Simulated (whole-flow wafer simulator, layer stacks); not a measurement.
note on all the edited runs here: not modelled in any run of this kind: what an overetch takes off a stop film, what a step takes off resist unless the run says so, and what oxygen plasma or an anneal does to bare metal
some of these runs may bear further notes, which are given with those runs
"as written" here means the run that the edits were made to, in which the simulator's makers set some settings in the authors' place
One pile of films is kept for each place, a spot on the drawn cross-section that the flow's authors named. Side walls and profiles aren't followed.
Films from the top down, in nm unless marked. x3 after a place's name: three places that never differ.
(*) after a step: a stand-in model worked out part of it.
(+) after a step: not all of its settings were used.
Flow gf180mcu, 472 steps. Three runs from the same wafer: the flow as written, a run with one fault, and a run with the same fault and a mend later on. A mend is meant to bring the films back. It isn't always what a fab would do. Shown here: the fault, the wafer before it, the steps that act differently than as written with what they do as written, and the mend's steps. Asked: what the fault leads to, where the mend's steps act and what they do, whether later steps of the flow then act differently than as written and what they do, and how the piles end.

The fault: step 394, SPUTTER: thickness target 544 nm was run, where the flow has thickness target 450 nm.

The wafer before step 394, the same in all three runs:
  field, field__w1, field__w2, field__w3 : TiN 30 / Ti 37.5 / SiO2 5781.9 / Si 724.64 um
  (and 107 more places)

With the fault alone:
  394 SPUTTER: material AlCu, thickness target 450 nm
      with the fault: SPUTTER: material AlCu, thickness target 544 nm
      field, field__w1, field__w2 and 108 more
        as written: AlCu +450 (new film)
        with the fault: AlCu +544 (new film)
  Later steps of the flow that act differently than as written (2 more steps differ only slightly, by at most 2% or 0.5 nm, whichever is larger, and aren't shown):
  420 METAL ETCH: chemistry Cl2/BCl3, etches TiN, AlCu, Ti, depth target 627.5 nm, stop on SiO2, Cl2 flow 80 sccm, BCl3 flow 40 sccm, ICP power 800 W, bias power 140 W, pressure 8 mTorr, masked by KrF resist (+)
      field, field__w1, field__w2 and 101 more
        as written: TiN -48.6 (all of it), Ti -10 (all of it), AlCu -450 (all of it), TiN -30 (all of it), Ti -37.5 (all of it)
        with the fault: TiN -48.6 (all of it), Ti -10 (all of it), AlCu -544 (all of it), TiN -24.9
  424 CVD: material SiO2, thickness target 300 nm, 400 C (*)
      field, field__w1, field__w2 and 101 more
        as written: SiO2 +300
        with the fault: SiO2 +300 (new film)
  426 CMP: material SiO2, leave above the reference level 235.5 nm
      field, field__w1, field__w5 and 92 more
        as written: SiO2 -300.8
        with the fault: SiO2 -249
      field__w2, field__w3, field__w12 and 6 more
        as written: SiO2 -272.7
        with the fault: SiO2 -218.5
  At the end the piles differ from the flow's by more than 2% or 0.5 nm, whichever is larger, at field, field__w1, field__w2 and 109 more.
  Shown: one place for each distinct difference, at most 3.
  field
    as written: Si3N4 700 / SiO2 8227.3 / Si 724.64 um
    with the fault: Si3N4 700 / SiO2 2497.2 / TiN 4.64 / Ti 37.5 / SiO2 5781.9 / Si 724.64 um
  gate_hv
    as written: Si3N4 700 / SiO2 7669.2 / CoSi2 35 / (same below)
    with the fault: Si3N4 700 / SiO2 2497.2 / TiN 4.64 / Ti 37.5 / SiO2 5223.8 / CoSi2 35 / (same below)
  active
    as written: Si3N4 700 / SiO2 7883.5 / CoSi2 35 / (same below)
    with the fault: Si3N4 700 / SiO2 2497.2 / TiN 4.64 / Ti 37.5 / SiO2 5438.1 / CoSi2 35 / (same below)

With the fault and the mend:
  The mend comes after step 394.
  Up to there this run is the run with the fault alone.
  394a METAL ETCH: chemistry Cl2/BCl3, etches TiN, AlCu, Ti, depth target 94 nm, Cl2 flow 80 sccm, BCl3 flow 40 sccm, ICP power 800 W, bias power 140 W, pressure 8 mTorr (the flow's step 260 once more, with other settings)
      field, field__w1, field__w2 and 108 more
        AlCu -94
  No later step of the flow acts differently than as written at any place that is followed.
  At the end the piles are the same as the flow's at every place that both follow.
